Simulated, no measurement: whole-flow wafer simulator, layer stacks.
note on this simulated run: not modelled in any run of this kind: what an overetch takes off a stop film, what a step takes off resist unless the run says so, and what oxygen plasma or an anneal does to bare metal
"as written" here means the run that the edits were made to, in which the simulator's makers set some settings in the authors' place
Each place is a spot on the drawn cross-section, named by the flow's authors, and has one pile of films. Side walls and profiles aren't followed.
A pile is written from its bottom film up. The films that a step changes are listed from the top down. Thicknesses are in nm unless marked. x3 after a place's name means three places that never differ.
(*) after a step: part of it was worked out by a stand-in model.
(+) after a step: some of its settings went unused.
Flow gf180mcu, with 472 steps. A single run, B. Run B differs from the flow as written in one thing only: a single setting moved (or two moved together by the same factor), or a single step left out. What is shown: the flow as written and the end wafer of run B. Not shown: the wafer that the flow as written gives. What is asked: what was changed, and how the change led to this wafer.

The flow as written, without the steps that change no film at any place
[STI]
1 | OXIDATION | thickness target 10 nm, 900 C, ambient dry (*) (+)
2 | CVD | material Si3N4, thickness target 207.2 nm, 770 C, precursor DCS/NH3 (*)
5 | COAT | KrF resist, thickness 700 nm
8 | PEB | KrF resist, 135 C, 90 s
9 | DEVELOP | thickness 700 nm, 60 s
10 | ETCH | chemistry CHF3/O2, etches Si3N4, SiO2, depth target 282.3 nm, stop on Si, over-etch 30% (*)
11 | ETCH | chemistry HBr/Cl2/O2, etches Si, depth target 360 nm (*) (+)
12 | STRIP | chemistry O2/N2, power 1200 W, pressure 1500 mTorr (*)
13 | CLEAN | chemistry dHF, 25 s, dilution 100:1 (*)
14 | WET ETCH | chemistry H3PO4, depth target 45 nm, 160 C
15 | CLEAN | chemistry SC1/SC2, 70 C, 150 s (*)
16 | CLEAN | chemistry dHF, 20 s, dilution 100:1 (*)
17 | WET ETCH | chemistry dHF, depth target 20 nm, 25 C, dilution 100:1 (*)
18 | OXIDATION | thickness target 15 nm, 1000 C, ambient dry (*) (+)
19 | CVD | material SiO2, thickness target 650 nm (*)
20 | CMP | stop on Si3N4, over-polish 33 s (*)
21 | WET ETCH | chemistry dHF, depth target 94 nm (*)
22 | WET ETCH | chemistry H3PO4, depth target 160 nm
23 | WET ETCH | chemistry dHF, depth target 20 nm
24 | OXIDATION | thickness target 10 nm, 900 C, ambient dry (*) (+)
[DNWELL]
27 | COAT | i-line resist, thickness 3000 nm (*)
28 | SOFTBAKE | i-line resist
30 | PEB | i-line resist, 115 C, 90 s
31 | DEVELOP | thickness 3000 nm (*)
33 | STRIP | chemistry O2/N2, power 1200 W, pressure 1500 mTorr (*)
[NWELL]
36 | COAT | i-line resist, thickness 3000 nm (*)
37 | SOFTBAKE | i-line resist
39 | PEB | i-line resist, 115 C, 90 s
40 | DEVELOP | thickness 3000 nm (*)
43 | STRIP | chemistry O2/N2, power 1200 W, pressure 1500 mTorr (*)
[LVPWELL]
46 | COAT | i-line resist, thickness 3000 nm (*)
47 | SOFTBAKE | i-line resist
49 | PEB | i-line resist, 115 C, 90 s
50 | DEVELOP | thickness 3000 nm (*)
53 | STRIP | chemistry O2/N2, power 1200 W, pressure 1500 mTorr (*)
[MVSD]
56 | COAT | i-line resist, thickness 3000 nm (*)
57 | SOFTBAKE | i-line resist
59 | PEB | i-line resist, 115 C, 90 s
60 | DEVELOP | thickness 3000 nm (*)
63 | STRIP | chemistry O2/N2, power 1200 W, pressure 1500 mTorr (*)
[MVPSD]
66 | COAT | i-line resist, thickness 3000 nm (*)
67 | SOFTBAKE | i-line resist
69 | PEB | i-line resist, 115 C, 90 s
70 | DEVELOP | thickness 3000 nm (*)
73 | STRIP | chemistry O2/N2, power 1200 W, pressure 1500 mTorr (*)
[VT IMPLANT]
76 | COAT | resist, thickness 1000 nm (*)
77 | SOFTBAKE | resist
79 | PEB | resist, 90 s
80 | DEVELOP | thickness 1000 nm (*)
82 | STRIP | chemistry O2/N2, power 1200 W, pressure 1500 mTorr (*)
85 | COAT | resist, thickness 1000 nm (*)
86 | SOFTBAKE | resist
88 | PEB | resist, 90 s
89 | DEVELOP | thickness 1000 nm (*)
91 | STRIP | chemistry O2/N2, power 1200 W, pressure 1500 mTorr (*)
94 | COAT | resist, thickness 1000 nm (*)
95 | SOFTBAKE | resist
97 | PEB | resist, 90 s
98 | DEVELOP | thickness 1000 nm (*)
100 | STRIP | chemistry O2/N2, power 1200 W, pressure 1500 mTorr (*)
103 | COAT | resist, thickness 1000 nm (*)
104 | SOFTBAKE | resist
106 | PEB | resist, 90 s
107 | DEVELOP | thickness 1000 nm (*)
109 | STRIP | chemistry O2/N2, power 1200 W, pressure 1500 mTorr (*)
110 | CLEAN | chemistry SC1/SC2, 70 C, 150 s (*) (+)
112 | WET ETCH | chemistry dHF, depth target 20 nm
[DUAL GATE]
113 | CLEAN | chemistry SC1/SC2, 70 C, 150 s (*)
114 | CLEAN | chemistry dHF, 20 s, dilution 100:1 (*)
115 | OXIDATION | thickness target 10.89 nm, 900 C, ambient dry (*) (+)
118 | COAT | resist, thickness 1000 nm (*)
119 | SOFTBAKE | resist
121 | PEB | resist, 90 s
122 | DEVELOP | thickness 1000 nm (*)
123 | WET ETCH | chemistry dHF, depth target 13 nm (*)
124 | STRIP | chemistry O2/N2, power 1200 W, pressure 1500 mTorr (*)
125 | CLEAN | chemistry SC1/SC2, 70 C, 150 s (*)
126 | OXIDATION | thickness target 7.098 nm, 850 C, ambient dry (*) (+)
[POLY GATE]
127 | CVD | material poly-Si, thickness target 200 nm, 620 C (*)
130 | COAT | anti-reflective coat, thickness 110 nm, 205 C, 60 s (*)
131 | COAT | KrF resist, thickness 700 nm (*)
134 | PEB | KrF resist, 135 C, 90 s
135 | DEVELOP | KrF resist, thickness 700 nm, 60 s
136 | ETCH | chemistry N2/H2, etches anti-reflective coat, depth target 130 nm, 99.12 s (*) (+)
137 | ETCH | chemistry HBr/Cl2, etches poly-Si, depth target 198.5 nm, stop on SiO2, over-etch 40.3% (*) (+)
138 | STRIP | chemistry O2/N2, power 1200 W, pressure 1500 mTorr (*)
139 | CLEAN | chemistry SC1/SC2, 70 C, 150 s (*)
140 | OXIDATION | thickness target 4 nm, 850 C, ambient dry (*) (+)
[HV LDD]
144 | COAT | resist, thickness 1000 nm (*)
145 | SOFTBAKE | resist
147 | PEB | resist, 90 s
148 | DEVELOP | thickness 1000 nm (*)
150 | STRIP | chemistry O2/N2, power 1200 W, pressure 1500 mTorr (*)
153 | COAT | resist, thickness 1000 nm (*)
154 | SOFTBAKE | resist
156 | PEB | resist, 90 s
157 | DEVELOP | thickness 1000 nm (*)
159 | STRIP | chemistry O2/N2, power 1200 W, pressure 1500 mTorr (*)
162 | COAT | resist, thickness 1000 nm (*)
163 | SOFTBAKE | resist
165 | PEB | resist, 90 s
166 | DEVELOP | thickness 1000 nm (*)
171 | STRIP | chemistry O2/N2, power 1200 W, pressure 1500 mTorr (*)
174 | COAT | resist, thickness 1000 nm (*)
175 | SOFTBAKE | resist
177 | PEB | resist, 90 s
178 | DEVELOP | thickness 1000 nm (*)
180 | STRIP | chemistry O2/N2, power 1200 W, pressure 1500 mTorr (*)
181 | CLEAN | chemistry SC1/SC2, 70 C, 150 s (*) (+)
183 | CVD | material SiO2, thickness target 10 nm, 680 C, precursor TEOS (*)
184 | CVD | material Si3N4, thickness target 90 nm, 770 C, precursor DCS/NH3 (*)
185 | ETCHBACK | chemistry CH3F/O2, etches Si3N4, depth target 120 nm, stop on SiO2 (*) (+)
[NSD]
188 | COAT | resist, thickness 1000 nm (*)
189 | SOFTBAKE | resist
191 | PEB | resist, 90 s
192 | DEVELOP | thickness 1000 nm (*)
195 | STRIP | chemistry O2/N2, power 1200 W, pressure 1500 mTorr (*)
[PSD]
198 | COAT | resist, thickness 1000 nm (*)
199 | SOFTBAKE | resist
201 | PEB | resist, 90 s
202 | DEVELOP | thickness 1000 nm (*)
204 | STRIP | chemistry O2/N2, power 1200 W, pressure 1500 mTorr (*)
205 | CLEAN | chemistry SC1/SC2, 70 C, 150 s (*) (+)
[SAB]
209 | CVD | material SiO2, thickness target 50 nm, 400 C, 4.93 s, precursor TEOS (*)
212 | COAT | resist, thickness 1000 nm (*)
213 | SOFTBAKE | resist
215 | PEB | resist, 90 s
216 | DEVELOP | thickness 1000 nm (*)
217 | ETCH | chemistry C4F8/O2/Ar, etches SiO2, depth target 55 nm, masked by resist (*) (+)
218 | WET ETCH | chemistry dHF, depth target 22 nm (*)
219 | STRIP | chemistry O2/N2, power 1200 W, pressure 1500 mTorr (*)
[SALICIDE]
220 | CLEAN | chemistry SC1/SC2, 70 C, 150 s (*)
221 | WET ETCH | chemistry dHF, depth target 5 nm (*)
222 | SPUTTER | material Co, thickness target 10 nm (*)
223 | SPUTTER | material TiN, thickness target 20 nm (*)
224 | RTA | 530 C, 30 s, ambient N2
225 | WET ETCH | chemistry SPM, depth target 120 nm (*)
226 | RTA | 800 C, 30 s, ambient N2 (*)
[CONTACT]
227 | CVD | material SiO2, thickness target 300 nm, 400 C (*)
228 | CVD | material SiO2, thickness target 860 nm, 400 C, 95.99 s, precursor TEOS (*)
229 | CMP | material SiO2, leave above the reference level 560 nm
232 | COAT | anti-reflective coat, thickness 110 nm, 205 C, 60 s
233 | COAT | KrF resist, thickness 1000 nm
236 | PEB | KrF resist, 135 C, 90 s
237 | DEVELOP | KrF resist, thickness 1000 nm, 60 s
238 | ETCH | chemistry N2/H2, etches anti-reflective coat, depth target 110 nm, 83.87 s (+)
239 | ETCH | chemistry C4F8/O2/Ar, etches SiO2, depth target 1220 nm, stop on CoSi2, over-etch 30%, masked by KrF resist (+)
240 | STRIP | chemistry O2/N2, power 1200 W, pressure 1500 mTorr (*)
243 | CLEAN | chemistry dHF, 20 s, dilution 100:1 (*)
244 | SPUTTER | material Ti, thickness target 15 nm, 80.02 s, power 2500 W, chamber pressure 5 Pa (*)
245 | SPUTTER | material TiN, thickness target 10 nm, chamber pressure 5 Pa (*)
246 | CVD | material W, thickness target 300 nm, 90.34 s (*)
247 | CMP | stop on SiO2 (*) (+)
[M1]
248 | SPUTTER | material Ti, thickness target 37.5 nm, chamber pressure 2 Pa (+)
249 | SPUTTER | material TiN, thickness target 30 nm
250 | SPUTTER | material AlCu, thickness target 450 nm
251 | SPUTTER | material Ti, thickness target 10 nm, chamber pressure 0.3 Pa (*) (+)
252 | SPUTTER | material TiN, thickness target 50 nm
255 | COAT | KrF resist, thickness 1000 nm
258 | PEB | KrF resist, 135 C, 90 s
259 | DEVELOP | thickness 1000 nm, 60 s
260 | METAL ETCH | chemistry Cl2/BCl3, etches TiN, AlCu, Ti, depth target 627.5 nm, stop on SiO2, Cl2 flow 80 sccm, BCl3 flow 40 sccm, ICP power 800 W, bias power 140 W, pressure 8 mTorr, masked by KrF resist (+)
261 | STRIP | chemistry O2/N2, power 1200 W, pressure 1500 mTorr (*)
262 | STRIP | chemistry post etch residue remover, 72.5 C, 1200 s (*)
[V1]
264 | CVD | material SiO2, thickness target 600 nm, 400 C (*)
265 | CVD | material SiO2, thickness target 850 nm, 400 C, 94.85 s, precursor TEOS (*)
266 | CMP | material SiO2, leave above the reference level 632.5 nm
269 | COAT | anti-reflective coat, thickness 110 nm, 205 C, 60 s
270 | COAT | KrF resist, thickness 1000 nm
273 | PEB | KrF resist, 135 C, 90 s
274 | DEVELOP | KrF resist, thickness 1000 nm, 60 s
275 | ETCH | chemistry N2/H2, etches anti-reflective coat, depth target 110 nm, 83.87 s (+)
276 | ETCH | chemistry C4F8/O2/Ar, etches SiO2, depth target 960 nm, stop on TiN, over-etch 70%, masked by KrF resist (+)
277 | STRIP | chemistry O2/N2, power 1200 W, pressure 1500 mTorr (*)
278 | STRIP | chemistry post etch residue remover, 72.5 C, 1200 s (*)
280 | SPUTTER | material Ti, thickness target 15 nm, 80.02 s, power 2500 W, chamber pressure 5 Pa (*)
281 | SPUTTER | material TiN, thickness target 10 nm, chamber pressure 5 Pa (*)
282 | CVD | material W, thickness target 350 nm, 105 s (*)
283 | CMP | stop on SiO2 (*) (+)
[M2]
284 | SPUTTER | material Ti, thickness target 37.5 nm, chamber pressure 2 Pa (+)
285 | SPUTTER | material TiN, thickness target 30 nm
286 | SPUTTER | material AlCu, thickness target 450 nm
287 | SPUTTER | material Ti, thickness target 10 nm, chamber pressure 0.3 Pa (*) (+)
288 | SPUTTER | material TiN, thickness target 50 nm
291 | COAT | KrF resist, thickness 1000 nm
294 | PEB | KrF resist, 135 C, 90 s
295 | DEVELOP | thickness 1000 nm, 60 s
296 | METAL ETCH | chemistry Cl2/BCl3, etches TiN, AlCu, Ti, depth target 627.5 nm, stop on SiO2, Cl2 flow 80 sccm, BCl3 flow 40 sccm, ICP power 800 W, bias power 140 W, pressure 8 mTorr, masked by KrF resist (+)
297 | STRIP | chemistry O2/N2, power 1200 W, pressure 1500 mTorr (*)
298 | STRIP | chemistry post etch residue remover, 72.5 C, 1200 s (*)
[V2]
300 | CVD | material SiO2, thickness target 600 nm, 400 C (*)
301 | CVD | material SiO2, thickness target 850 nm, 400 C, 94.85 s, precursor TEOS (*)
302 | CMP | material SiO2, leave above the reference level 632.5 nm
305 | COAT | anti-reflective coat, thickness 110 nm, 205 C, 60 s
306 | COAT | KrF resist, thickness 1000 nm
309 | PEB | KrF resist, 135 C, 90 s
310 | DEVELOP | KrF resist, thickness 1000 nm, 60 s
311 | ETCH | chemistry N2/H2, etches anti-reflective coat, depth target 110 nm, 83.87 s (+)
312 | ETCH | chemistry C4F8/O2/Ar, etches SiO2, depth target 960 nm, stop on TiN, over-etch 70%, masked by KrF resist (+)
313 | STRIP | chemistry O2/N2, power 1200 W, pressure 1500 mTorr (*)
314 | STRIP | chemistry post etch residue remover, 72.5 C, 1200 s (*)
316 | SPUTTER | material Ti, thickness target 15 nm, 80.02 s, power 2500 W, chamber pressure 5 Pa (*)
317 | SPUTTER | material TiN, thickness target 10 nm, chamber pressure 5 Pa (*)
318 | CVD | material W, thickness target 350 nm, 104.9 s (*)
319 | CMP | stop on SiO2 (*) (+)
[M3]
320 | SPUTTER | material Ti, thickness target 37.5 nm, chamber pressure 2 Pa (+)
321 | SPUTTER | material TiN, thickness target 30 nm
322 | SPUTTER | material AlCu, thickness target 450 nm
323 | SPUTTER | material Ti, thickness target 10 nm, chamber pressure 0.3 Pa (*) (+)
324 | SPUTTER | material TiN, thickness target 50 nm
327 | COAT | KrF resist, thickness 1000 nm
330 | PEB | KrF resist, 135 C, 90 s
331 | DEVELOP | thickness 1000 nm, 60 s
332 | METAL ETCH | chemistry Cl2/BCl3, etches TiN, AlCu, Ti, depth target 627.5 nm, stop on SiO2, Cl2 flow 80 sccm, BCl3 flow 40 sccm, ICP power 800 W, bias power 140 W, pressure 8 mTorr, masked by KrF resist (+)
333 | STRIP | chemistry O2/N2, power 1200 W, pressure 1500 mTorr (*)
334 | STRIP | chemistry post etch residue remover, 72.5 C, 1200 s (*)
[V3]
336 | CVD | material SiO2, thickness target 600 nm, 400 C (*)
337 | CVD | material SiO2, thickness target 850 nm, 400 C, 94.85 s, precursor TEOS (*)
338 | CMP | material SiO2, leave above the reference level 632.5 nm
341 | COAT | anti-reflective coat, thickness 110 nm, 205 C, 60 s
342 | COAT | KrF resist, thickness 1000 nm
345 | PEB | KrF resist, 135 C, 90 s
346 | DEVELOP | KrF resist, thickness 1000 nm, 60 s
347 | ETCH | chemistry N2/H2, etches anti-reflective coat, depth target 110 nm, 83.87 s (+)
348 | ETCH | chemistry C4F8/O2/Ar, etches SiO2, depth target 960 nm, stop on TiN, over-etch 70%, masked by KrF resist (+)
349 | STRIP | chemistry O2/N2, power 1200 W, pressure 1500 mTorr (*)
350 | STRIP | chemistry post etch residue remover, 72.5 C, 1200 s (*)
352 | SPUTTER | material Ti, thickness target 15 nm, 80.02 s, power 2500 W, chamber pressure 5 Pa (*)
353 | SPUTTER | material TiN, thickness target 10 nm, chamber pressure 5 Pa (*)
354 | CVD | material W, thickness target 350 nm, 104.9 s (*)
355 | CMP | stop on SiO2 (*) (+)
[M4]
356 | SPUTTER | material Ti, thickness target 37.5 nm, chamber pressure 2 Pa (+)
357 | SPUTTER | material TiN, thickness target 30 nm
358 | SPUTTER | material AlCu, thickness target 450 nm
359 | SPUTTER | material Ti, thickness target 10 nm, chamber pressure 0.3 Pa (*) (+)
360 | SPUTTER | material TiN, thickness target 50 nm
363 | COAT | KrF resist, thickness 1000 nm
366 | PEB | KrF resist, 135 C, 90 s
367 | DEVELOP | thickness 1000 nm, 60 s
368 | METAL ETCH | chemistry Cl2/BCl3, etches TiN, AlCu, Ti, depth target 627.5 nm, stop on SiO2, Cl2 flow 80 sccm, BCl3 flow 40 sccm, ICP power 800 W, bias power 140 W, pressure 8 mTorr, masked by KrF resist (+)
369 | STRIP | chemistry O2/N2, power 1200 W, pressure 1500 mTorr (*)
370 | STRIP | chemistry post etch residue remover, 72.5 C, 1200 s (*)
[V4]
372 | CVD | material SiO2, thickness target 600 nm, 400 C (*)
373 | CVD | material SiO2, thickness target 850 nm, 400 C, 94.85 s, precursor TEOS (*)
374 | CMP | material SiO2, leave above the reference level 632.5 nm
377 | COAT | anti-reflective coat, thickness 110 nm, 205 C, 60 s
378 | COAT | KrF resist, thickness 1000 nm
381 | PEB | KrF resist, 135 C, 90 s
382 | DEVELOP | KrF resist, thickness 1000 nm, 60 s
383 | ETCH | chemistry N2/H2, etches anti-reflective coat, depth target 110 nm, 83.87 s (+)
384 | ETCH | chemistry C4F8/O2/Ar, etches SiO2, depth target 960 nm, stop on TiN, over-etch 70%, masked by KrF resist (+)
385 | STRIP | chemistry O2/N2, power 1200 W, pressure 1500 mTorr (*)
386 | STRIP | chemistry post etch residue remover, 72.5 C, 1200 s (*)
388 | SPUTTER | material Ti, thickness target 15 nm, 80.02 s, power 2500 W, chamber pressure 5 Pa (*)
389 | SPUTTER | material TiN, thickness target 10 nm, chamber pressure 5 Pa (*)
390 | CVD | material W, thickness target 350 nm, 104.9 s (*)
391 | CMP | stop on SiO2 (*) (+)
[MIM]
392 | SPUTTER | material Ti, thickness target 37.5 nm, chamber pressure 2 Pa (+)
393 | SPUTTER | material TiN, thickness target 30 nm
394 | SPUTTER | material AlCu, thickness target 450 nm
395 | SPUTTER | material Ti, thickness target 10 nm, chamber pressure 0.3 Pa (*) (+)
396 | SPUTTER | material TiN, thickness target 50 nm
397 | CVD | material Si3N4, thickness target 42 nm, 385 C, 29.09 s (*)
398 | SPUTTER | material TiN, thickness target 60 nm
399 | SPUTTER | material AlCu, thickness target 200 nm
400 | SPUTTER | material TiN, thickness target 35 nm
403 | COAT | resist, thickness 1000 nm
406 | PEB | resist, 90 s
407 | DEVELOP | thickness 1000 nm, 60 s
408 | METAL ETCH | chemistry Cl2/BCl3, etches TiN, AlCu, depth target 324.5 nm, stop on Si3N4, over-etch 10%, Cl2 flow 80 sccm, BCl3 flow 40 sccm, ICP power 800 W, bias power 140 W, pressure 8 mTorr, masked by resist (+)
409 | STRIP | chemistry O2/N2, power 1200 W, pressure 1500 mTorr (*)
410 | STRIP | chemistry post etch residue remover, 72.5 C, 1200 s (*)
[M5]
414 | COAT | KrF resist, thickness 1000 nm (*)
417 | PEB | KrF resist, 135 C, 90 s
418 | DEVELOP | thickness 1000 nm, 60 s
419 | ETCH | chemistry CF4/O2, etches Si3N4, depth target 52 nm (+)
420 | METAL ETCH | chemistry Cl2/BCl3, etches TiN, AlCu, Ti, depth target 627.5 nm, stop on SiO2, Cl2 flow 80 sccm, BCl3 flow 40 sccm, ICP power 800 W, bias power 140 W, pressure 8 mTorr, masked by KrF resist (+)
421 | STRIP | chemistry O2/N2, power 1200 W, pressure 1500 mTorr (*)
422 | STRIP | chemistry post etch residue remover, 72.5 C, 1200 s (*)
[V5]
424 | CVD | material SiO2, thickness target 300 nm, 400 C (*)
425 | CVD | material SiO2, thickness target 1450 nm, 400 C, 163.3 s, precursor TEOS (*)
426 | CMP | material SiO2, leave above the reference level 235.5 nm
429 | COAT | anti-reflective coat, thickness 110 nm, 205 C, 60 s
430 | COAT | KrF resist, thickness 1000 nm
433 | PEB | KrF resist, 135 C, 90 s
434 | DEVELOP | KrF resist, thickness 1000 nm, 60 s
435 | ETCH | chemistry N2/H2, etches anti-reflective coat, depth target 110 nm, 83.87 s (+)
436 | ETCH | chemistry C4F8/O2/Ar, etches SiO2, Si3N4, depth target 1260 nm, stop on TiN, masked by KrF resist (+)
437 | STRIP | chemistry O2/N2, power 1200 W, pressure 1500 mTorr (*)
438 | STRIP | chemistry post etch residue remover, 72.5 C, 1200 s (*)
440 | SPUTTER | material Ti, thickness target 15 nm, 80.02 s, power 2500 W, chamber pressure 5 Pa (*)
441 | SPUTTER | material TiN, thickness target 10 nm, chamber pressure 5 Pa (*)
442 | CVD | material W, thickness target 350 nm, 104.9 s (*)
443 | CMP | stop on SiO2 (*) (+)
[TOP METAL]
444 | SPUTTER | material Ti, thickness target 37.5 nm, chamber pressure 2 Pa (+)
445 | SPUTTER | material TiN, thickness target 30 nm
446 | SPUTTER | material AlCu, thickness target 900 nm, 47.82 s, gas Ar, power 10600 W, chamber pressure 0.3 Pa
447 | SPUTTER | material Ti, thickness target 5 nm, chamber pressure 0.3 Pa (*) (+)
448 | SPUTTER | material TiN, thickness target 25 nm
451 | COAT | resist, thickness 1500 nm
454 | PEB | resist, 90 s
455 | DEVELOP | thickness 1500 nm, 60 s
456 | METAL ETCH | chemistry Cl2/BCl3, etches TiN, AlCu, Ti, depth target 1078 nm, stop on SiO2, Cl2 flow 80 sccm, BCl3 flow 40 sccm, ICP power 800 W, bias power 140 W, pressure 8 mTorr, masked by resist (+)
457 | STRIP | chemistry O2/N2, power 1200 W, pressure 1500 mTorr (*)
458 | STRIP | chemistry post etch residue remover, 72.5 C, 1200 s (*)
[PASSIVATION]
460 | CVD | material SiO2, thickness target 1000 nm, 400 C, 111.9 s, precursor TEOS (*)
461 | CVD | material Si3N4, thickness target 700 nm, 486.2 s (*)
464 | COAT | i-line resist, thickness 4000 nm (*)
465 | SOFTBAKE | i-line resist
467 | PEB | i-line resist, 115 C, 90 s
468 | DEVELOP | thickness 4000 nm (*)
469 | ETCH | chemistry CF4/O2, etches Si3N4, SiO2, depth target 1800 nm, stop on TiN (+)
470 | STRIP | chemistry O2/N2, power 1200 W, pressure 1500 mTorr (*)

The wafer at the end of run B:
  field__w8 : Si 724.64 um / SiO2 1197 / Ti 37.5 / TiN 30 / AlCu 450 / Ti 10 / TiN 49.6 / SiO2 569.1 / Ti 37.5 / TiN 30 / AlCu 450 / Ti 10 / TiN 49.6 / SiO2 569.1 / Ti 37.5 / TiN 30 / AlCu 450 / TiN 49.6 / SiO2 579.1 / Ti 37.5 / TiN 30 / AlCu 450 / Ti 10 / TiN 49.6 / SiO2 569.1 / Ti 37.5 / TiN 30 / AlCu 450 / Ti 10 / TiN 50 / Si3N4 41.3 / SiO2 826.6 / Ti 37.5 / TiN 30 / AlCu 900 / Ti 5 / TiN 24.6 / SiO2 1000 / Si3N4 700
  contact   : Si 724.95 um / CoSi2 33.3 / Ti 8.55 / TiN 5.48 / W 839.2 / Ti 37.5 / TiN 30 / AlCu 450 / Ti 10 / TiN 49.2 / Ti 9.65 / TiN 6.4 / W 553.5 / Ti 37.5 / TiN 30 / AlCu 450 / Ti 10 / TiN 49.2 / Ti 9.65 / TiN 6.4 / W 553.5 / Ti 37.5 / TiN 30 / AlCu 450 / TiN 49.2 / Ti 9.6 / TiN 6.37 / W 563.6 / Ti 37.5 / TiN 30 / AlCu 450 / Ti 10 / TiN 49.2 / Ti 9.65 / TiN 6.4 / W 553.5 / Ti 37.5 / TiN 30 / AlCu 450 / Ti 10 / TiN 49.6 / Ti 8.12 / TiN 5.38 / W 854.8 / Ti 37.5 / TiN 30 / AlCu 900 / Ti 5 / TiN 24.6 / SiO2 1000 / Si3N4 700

The reason: step 323, SPUTTER: material Ti, thickness target 10 nm, chamber pressure 0.3 Pa (*) (+), was not run.

The path from the change to this, step by step:
  332 | METAL ETCH | chemistry Cl2/BCl3, etches TiN, AlCu, Ti, depth target 627.5 nm, stop on SiO2, Cl2 flow 80 sccm, BCl3 flow 40 sccm, ICP power 800 W, bias power 140 W, pressure 8 mTorr, masked by KrF resist (+)
      field, field__w1, field__w2 and 103 more: TiN loses 50 (all of it), AlCu loses 450 (all of it), TiN loses 30 (all of it), Ti loses 37.5 (all of it) (as written it would have been: TiN loses 50 (all of it), Ti loses 10 (all of it), AlCu loses 450 (all of it), TiN loses 30 (all of it), Ti loses 37.5 (all of it))
